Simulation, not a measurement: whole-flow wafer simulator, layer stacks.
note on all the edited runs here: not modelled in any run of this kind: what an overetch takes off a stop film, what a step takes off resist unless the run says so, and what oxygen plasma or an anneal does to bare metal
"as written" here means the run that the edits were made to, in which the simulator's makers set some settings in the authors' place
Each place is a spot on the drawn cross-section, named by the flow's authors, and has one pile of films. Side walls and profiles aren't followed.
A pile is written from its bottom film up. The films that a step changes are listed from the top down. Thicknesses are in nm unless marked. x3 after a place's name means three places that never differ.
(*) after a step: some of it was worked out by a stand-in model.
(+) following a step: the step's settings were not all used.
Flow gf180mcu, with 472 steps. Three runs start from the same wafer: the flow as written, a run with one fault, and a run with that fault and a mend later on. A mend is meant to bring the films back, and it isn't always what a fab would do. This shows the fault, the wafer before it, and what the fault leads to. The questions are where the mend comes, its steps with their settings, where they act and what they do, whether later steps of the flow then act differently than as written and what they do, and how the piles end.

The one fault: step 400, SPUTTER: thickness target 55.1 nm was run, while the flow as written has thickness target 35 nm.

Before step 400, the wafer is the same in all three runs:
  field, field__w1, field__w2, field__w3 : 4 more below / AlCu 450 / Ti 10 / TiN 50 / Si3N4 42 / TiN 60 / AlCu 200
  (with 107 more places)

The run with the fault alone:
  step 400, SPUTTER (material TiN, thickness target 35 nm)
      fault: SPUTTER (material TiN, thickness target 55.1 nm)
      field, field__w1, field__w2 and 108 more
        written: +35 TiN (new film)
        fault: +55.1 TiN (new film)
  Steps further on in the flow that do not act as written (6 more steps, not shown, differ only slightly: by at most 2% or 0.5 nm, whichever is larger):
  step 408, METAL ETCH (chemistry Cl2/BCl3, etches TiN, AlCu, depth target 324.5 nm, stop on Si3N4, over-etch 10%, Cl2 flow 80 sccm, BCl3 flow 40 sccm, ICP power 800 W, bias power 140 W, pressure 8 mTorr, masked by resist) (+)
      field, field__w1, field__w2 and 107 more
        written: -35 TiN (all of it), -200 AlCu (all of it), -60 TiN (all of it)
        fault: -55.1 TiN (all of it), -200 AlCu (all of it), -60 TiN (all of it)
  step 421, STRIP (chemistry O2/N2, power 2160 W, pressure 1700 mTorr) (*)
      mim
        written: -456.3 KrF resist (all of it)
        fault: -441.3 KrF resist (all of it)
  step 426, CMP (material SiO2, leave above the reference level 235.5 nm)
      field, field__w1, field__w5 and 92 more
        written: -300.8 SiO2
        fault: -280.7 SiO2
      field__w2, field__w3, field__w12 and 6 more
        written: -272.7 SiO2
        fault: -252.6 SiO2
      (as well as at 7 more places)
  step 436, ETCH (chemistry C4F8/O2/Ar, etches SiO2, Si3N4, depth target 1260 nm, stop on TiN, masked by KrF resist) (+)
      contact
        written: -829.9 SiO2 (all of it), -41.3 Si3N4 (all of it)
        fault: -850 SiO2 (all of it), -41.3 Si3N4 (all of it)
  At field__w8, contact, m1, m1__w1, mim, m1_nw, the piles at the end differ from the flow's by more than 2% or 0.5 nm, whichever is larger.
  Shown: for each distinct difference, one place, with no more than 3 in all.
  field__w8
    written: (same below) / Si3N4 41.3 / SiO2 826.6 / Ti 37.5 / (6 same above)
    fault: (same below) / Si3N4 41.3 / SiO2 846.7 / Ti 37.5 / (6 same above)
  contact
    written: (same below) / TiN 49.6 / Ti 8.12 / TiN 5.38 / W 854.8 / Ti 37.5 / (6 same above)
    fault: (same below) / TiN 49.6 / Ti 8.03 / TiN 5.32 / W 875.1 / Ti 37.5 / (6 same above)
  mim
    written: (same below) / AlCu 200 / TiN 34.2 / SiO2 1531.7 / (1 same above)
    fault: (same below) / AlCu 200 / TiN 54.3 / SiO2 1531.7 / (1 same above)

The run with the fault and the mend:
  After step 407 comes the mend.
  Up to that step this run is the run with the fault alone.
  step 407a, STRIP (chemistry O2/N2, power 2160 W, pressure 1700 mTorr) (*)
      mim
        -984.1 resist (all of it)
  step 407b, METAL ETCH (chemistry Cl2/BCl3, etches TiN, AlCu, Ti, depth target 20.1 nm, Cl2 flow 80 sccm, BCl3 flow 40 sccm, ICP power 800 W, bias power 140 W, pressure 8 mTorr) (a further turn of the flow's step 260, with different settings)
      field, field__w1, field__w2 and 108 more
        -20.1 TiN
  step 407c, HMDS (120 C, 60 s) (a further turn of the flow's step 402)
      alters no film at any place that is followed
  step 407d, COAT (resist, thickness 1000 nm) (a further turn of the flow's step 403)
      field, field__w1, field__w2 and 108 more
        +1000 resist (new film)
  step 407e, SOFTBAKE (resist) (a further turn of the flow's step 404)
      alters no film at any place that is followed
  step 407f, EXPOSE (photomask FuseTop) (a further turn of the flow's step 405)
      alters no film at any place that is followed
  step 407g, PEB (resist, 70.3 s) (a further turn of the flow's step 406)
      field, field__w1, field__w2 and 108 more
        -15.9 resist
  step 407h, DEVELOP (thickness 1000 nm, 60 s) (a further turn of the flow's step 407)
      field, field__w1, field__w2 and 107 more
        -984.1 resist (all of it)
  Later steps of the flow that are run all act as written at every place that is followed.
  By the end, the piles equal the flow's at every place that both follow.
